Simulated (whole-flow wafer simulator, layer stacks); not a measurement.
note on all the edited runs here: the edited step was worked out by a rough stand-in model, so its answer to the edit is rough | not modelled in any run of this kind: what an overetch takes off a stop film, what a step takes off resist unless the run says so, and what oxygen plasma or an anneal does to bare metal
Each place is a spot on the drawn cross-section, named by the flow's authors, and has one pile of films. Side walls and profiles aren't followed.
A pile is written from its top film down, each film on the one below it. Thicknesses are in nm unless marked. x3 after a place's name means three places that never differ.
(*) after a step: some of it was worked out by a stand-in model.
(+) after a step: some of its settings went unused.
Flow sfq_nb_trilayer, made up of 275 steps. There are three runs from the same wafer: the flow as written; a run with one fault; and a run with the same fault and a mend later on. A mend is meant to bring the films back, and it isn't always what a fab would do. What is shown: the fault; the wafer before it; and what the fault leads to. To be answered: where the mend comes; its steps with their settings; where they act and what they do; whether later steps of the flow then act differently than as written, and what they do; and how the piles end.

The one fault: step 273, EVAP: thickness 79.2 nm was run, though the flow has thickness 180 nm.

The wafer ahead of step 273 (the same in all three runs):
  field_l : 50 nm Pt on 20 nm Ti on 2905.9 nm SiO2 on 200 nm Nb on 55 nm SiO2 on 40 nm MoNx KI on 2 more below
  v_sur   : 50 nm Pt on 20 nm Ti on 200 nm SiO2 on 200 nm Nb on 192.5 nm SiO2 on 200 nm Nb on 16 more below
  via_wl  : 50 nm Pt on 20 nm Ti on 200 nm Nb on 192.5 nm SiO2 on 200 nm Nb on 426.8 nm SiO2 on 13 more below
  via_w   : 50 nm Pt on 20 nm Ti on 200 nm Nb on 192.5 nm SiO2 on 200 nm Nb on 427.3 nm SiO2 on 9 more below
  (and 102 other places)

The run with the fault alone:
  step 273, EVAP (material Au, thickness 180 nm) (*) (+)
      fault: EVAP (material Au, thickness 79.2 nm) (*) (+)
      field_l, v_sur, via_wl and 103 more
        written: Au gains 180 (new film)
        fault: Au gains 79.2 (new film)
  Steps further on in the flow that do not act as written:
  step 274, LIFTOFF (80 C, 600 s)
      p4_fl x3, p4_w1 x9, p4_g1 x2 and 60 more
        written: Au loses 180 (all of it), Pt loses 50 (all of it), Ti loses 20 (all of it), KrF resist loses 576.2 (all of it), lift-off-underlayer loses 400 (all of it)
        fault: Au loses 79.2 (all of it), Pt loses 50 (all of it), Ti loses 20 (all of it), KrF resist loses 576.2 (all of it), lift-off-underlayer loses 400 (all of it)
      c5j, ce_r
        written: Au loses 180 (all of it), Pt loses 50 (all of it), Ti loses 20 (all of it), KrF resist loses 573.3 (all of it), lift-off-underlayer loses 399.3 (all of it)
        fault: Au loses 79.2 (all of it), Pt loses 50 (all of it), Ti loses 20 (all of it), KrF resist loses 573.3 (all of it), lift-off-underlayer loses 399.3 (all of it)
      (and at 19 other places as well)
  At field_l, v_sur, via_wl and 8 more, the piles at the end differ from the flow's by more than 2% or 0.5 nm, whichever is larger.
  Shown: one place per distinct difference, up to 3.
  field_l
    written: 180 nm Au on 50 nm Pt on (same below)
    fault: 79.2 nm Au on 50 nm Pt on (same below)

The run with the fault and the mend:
  The mend stands after step 273.
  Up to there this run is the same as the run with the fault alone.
  step 273a, EVAP (material Au, thickness 100.8 nm) (*) (+) (the flow's step 273, run once more with other settings)
      field_l, v_sur, via_wl and 103 more
        Au gains 100.8
  Every later step of the flow that is run acts as written at every place that is followed.
  By the end, the piles equal the flow's at every place that both follow.
